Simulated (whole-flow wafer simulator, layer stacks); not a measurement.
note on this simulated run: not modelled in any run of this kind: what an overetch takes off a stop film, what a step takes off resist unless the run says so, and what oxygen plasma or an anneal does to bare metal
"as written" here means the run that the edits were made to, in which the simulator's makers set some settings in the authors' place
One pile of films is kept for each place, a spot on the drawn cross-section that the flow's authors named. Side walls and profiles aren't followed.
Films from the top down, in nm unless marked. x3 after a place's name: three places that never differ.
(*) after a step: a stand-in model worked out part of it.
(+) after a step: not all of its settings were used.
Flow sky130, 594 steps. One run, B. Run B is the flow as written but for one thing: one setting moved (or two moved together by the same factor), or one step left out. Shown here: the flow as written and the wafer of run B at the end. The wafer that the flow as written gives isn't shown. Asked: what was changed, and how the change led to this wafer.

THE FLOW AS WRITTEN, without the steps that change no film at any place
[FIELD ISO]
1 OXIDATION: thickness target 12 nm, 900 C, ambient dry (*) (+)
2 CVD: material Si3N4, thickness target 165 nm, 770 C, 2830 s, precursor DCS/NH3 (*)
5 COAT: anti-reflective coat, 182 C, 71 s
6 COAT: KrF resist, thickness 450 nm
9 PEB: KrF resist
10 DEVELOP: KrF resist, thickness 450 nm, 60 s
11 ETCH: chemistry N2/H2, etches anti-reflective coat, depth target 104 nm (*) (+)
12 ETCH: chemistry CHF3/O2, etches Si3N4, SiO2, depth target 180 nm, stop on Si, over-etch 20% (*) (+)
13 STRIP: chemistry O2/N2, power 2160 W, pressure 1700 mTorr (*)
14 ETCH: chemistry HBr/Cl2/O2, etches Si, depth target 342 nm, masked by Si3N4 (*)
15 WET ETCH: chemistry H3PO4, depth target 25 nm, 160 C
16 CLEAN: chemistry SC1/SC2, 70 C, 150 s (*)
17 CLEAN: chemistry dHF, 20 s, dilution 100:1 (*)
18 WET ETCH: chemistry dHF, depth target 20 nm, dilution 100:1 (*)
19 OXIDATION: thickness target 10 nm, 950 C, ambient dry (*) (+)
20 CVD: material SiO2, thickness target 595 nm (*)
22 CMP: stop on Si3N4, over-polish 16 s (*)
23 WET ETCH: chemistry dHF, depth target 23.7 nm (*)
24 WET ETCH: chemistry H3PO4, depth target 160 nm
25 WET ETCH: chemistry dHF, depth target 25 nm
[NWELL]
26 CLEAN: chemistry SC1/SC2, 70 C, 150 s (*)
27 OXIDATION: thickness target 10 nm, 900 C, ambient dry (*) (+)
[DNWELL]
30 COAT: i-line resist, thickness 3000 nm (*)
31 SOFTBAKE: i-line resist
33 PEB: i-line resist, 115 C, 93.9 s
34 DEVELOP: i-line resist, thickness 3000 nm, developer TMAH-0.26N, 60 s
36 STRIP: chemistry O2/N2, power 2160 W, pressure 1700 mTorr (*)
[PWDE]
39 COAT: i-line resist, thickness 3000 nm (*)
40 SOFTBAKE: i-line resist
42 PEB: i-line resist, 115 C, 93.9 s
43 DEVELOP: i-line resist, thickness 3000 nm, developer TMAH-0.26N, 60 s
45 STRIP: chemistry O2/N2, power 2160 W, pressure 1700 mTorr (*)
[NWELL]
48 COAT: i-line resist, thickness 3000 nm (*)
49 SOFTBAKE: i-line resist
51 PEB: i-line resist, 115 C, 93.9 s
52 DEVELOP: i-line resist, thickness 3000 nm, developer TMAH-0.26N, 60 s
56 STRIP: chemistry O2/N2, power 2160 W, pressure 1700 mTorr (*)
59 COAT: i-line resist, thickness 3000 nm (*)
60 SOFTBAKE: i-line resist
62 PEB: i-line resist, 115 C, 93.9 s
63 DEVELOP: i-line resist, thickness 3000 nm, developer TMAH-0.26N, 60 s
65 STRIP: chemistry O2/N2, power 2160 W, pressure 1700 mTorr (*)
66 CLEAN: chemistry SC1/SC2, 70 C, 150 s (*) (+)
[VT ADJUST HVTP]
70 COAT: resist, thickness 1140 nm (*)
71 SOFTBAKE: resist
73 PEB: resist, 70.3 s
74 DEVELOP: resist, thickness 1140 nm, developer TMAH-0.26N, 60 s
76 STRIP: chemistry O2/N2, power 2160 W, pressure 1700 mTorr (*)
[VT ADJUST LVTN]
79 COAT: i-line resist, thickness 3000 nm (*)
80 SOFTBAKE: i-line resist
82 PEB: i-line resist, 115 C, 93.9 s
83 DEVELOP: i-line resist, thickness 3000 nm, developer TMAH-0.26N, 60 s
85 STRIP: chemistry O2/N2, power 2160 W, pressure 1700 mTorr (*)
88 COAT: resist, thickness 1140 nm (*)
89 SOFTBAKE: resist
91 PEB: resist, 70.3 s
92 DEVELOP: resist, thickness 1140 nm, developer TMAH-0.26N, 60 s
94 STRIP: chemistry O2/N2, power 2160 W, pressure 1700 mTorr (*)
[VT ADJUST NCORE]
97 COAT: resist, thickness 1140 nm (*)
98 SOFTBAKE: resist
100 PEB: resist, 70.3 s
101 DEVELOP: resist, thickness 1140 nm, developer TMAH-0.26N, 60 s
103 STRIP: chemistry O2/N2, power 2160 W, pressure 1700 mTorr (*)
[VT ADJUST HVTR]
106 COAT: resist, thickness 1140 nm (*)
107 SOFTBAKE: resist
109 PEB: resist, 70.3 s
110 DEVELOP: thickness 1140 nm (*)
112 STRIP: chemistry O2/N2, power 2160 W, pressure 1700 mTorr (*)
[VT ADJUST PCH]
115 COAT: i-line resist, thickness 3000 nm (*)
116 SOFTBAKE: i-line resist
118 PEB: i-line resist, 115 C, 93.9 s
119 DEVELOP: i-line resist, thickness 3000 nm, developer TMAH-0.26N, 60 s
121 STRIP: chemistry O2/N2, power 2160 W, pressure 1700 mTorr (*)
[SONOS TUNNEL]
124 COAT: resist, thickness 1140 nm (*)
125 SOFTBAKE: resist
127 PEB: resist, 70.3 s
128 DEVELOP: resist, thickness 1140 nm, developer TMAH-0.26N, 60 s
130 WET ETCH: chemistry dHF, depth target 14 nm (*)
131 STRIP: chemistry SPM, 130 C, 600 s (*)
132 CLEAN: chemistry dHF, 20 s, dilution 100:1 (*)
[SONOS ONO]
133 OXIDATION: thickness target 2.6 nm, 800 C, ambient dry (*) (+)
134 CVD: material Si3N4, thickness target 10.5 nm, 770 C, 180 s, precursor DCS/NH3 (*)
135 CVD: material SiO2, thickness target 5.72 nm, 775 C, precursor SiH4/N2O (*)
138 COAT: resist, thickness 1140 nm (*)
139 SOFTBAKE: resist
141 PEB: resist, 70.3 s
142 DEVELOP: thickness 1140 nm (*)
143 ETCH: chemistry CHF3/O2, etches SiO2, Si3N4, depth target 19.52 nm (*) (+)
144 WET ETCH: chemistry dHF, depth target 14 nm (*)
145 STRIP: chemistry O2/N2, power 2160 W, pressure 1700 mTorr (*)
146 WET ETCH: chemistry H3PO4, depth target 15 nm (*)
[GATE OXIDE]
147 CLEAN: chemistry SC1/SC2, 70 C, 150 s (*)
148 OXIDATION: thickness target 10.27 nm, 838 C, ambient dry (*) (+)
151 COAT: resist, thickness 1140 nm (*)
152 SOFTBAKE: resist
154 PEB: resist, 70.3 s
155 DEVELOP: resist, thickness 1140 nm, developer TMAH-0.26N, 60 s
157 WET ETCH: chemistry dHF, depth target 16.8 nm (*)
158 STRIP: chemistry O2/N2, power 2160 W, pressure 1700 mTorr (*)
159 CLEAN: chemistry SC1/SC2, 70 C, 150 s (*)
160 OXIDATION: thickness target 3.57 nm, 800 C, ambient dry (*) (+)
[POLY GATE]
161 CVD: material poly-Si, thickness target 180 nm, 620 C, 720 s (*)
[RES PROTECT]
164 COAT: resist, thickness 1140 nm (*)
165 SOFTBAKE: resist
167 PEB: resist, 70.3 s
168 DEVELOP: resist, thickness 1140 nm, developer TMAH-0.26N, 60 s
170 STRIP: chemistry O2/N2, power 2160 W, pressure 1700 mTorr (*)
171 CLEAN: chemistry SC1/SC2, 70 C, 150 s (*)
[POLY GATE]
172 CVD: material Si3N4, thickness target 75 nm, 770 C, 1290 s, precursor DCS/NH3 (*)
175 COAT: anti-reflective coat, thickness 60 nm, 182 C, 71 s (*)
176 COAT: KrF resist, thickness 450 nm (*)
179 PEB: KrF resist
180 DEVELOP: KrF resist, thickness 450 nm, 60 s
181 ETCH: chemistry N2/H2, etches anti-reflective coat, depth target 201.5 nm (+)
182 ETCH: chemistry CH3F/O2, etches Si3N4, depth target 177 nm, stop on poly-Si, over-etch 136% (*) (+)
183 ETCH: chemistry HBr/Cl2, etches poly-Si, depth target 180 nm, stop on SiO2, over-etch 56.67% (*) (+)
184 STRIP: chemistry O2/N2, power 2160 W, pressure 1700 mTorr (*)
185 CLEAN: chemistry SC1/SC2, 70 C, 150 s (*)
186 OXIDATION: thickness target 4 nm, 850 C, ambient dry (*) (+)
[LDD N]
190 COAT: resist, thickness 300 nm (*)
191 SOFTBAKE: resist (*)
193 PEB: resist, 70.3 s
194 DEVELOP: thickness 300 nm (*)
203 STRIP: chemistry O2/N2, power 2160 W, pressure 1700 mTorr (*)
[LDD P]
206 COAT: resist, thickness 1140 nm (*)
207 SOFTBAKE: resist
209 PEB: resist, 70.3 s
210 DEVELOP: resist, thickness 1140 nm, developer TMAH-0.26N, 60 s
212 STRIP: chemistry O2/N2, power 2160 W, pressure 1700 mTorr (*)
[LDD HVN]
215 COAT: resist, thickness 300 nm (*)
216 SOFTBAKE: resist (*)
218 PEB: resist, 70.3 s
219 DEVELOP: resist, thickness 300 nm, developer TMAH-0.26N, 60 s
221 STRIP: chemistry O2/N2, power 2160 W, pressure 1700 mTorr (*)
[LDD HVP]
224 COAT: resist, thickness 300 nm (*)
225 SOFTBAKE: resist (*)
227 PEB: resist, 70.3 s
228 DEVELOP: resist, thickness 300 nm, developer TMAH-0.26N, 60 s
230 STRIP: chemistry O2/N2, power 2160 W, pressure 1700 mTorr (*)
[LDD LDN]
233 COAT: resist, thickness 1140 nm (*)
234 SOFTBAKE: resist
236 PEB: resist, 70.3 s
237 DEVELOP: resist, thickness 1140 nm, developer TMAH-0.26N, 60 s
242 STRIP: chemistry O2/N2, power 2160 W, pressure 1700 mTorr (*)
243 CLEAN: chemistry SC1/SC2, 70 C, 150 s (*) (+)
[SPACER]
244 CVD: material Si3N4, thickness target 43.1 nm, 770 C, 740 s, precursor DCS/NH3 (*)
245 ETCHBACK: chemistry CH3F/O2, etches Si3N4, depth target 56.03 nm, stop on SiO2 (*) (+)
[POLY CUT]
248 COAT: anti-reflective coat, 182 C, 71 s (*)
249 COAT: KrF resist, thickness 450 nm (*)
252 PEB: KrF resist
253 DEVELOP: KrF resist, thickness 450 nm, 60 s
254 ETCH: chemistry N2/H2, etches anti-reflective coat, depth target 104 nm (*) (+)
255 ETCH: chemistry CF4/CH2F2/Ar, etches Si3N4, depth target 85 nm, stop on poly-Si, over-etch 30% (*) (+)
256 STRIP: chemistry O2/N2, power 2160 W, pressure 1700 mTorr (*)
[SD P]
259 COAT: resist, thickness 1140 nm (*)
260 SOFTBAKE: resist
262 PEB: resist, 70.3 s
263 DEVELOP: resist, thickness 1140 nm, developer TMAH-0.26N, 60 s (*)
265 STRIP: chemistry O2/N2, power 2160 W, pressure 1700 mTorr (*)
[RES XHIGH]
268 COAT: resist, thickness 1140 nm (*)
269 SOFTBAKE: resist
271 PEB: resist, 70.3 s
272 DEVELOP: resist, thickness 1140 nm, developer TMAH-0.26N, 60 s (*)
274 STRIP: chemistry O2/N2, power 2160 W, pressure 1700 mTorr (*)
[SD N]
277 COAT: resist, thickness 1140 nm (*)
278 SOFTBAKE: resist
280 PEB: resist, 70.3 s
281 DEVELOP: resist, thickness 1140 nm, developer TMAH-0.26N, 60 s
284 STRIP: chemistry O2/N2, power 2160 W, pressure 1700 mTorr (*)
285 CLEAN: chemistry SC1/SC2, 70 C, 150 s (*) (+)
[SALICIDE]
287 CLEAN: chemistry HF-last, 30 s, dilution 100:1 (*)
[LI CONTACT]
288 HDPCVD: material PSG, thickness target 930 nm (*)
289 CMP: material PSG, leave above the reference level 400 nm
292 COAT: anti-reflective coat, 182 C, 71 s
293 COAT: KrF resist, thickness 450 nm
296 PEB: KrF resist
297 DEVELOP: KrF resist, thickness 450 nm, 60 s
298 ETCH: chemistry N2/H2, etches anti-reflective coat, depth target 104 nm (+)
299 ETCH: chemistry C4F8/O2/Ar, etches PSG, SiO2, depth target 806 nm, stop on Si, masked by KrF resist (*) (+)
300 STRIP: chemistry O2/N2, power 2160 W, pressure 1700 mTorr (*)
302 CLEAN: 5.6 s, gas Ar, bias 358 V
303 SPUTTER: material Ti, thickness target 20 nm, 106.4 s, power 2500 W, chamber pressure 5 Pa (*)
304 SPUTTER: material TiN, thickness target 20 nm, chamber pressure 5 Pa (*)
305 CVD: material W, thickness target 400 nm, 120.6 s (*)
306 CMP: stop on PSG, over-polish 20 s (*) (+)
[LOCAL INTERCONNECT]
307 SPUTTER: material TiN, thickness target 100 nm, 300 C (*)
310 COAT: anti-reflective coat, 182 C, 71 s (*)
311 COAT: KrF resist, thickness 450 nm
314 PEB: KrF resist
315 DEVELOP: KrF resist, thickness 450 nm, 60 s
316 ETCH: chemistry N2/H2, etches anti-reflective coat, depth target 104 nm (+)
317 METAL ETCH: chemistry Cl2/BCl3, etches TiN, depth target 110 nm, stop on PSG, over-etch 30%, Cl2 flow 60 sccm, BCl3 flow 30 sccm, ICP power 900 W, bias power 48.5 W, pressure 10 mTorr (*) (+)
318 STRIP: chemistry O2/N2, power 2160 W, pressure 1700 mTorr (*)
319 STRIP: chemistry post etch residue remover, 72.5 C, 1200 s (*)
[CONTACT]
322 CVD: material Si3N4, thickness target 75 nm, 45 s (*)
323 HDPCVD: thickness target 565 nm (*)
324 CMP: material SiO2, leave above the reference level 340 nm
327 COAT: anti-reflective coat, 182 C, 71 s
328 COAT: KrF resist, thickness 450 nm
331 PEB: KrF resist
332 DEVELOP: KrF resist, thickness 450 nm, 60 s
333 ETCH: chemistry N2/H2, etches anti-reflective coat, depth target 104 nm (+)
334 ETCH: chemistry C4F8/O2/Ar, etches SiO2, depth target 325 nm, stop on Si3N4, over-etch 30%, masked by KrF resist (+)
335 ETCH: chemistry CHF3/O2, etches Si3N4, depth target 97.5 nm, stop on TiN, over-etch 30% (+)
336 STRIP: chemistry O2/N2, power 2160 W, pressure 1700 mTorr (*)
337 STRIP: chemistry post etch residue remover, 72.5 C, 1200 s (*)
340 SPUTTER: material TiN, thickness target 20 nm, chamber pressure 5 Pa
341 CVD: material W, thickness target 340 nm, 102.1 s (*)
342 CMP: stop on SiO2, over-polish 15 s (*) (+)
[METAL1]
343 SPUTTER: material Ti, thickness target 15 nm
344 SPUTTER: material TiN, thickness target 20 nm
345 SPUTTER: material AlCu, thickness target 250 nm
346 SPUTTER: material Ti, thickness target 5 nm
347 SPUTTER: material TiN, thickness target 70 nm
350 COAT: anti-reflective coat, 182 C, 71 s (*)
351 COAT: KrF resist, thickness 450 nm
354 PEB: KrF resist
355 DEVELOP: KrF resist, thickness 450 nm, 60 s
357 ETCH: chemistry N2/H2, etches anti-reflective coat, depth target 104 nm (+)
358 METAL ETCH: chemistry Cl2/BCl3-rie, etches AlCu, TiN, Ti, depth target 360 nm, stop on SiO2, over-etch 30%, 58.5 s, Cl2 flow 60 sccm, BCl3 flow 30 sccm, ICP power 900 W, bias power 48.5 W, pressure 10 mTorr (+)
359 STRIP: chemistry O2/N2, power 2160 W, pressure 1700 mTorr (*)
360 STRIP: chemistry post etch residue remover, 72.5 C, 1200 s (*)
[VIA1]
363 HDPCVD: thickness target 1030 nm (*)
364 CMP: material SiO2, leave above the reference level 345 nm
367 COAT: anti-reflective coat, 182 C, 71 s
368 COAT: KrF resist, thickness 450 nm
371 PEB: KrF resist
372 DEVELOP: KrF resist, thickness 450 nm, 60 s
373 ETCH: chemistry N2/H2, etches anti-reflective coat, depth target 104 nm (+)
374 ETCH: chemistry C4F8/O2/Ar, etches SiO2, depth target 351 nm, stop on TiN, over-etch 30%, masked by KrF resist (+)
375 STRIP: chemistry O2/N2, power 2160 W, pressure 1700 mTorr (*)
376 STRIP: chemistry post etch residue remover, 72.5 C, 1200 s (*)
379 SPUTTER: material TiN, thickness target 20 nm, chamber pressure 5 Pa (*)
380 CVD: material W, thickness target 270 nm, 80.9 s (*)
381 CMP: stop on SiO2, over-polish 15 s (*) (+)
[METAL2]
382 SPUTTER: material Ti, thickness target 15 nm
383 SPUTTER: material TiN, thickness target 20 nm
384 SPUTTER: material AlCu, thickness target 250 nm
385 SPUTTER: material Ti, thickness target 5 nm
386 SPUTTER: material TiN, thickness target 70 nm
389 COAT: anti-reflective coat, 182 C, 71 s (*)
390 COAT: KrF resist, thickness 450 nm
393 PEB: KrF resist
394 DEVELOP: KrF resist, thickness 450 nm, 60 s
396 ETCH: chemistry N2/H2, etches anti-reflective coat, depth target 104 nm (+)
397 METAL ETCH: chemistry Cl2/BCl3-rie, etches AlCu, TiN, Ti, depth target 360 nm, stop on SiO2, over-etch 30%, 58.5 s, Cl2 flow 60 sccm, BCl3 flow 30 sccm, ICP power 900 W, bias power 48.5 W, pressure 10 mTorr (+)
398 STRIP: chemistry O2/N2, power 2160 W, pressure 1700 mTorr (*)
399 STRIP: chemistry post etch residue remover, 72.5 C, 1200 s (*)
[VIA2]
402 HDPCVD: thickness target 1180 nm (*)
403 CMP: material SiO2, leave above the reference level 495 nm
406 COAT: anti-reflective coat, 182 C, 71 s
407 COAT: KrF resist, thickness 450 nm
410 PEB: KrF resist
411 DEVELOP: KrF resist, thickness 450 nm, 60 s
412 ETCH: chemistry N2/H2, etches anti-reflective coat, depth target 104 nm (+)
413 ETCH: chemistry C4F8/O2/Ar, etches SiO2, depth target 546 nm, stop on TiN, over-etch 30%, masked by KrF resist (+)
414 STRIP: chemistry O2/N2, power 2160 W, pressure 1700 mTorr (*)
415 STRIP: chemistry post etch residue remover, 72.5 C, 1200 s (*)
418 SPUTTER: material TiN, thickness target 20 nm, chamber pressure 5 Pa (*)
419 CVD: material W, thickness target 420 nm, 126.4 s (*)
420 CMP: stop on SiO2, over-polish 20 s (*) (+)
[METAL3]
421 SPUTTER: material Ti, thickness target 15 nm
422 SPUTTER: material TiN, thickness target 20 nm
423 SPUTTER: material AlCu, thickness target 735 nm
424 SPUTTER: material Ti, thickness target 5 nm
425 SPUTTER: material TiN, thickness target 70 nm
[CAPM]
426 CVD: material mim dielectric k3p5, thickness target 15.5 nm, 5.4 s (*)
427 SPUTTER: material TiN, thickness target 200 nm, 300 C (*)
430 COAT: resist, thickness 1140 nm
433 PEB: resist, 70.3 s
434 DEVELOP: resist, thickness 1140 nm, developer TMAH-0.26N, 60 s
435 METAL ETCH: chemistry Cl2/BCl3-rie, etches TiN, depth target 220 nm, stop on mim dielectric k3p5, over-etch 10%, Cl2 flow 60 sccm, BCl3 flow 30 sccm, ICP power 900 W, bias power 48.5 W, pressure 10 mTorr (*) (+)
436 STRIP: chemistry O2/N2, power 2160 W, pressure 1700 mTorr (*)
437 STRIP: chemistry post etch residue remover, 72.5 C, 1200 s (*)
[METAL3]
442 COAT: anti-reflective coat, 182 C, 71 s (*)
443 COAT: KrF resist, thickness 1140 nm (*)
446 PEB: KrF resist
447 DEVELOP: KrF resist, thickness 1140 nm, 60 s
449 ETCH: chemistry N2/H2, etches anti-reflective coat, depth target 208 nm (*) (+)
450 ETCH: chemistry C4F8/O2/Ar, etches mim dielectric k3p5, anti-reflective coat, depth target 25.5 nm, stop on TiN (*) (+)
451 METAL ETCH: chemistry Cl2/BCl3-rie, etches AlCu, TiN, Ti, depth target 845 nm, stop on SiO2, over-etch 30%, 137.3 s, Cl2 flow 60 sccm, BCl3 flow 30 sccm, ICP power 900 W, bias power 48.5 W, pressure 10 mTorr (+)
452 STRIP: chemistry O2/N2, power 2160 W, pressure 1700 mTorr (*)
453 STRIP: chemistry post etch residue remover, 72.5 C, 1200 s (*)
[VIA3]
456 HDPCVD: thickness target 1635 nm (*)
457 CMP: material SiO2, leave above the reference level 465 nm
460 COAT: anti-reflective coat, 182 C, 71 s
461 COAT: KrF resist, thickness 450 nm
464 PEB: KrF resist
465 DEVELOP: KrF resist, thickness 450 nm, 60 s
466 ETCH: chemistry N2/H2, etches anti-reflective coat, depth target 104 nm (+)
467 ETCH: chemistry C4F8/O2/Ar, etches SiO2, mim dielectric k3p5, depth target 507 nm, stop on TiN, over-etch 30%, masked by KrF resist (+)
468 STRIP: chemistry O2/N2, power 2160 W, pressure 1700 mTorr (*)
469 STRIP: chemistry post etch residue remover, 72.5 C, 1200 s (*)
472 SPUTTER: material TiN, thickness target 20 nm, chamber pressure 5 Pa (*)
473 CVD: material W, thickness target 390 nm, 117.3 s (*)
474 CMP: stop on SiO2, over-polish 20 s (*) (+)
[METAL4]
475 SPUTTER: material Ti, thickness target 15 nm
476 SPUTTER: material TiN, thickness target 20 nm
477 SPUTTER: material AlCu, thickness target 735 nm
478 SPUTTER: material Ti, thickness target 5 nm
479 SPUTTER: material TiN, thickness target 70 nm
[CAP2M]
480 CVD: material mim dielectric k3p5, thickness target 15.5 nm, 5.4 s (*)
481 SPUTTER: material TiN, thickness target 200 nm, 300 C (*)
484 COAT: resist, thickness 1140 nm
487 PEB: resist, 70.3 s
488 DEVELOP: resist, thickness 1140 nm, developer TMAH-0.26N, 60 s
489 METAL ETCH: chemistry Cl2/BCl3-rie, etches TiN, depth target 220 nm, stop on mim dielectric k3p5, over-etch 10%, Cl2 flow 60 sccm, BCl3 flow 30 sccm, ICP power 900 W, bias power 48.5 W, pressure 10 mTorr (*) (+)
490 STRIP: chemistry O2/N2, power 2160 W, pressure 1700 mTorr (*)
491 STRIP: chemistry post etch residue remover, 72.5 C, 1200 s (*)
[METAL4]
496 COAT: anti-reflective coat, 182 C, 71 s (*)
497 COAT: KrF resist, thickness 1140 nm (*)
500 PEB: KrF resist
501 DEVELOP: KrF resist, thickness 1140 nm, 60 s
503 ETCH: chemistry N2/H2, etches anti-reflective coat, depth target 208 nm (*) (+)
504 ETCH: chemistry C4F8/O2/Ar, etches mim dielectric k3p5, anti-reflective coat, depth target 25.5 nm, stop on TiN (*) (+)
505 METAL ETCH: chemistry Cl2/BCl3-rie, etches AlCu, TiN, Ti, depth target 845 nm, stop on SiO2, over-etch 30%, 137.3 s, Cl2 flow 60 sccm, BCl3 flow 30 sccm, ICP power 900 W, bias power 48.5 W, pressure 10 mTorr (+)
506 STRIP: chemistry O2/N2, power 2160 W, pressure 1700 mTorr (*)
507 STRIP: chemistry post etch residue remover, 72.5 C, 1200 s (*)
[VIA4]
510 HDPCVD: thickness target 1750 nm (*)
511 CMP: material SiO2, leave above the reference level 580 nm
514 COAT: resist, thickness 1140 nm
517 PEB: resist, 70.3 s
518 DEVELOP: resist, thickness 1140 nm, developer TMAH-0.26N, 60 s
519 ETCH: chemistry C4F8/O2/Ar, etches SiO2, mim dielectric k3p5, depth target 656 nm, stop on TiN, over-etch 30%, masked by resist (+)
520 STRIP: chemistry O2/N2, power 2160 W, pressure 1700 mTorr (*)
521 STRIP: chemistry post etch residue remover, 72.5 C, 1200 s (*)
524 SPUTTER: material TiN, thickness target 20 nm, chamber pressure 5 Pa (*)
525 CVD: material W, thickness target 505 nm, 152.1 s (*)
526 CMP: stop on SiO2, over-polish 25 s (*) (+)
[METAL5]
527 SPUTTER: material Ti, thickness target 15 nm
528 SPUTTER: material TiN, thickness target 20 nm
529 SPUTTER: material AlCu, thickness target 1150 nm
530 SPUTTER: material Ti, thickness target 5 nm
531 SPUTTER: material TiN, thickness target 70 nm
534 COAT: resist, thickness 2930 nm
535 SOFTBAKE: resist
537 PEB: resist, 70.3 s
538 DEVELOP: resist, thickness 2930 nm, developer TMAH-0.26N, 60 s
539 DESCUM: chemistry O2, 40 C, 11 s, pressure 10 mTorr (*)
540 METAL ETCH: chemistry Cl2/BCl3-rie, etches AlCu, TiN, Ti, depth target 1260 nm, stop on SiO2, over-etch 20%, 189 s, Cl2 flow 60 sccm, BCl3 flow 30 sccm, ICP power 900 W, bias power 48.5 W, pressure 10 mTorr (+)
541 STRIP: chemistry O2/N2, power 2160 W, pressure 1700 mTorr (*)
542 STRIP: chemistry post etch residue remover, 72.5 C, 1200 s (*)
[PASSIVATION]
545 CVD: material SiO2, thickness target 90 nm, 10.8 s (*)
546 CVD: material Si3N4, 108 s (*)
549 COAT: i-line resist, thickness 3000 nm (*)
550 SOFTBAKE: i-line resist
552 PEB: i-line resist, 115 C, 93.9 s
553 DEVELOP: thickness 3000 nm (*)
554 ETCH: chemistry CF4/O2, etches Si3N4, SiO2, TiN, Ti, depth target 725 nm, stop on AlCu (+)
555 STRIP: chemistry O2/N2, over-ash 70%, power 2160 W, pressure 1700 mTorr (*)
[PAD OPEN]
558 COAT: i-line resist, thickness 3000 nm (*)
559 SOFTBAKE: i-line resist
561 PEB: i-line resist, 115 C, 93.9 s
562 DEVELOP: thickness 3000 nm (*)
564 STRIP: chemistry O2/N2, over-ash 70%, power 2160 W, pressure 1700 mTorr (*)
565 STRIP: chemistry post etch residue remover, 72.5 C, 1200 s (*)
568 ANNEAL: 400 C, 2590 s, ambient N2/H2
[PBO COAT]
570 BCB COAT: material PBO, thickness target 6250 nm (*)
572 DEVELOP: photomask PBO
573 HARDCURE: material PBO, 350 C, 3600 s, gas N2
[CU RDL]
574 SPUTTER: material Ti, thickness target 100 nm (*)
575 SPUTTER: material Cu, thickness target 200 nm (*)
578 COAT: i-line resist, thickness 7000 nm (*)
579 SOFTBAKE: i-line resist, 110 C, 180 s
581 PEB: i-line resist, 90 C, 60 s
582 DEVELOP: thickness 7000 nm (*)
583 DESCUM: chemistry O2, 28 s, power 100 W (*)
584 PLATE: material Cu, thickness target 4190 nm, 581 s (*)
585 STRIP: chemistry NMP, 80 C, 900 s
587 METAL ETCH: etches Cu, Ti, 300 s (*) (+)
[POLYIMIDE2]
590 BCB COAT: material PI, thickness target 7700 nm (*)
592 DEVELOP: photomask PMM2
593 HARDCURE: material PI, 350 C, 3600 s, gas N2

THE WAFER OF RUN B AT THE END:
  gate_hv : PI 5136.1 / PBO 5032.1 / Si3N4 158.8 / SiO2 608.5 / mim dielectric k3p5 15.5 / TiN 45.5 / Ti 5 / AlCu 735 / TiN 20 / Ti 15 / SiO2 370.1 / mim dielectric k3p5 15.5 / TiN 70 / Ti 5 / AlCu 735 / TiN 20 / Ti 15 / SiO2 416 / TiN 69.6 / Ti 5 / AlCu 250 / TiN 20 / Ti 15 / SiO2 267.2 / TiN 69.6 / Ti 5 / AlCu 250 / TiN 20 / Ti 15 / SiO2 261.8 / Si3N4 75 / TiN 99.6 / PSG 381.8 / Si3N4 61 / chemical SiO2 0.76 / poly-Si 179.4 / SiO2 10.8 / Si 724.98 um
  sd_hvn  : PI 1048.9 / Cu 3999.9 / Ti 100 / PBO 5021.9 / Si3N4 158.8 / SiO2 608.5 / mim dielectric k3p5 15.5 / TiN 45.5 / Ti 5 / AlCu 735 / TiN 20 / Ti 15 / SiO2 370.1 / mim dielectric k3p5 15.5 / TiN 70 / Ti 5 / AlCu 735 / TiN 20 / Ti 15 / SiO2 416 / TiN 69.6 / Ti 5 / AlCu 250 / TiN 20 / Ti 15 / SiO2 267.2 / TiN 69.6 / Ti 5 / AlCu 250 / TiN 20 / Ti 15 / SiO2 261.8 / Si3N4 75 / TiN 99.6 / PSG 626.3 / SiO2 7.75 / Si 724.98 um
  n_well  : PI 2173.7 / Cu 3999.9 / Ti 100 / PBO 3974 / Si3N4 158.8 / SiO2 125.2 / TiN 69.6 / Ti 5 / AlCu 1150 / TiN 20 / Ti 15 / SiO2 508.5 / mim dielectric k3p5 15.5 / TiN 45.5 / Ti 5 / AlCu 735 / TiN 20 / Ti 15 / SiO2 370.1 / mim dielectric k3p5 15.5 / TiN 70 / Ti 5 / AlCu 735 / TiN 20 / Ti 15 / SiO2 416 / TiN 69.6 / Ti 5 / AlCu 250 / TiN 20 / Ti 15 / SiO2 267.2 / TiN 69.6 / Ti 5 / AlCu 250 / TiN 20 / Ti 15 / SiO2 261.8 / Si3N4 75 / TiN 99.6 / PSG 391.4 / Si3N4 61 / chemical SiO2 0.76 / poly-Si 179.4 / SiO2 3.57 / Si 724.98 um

The cause: step 479, SPUTTER: thickness target 45.5 nm was run, where the flow has thickness target 70 nm.
It can be read off the wafer: gate_hv has TiN 45.5, and step 479 as written asks for 70 nm.

How the change led to this, step by step:
  479 SPUTTER: material TiN, thickness target 70 nm
      field, active, n_well and 189 more: TiN +45.5 (new film) (as written it would be: TiN +70 (new film))
  505 METAL ETCH: chemistry Cl2/BCl3-rie, etches AlCu, TiN, Ti, depth target 845 nm, stop on SiO2, over-etch 30%, 137.3 s, Cl2 flow 60 sccm, BCl3 flow 30 sccm, ICP power 900 W, bias power 48.5 W, pressure 10 mTorr (+)
      field, gate, spacer and 68 more: TiN -45.5 (all of it), Ti -5 (all of it), AlCu -735 (all of it), TiN -20 (all of it), Ti -15 (all of it), SiO2 -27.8 (as written it would be: TiN -70 (all of it), Ti -5 (all of it), AlCu -735 (all of it), TiN -20 (all of it), Ti -15 (all of it), SiO2 -25.4)
      active, vpp_iso1, mim_edge_plate and 14 more: TiN -45.5 (all of it), Ti -5 (all of it), AlCu -735 (all of it), TiN -20 (all of it), Ti -15 (all of it), SiO2 -27.8 (as written it would be: TiN -70 (all of it), Ti -5 (all of it), AlCu -735 (all of it), TiN -20 (all of it), Ti -15 (all of it), SiO2 -25.3)
  519 ETCH: chemistry C4F8/O2/Ar, etches SiO2, mim dielectric k3p5, depth target 656 nm, stop on TiN, over-etch 30%, masked by resist (+)
      m1: SiO2 -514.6 (all of it), mim dielectric k3p5 -15.5 (all of it) (as written it would be: SiO2 -490.1 (all of it), mim dielectric k3p5 -15.5 (all of it))
      via4_hole: SiO2 -514 (all of it), mim dielectric k3p5 -15.5 (all of it) (as written it would be: SiO2 -489.5 (all of it), mim dielectric k3p5 -15.5 (all of it))
  525 CVD: material W, thickness target 505 nm, 152.1 s (*)
      m1: W +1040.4 (new film) (as written it would be: W +1015.8 (new film))
      via4_hole: W +1039.8 (new film) (as written it would be: W +1015.2 (new film))
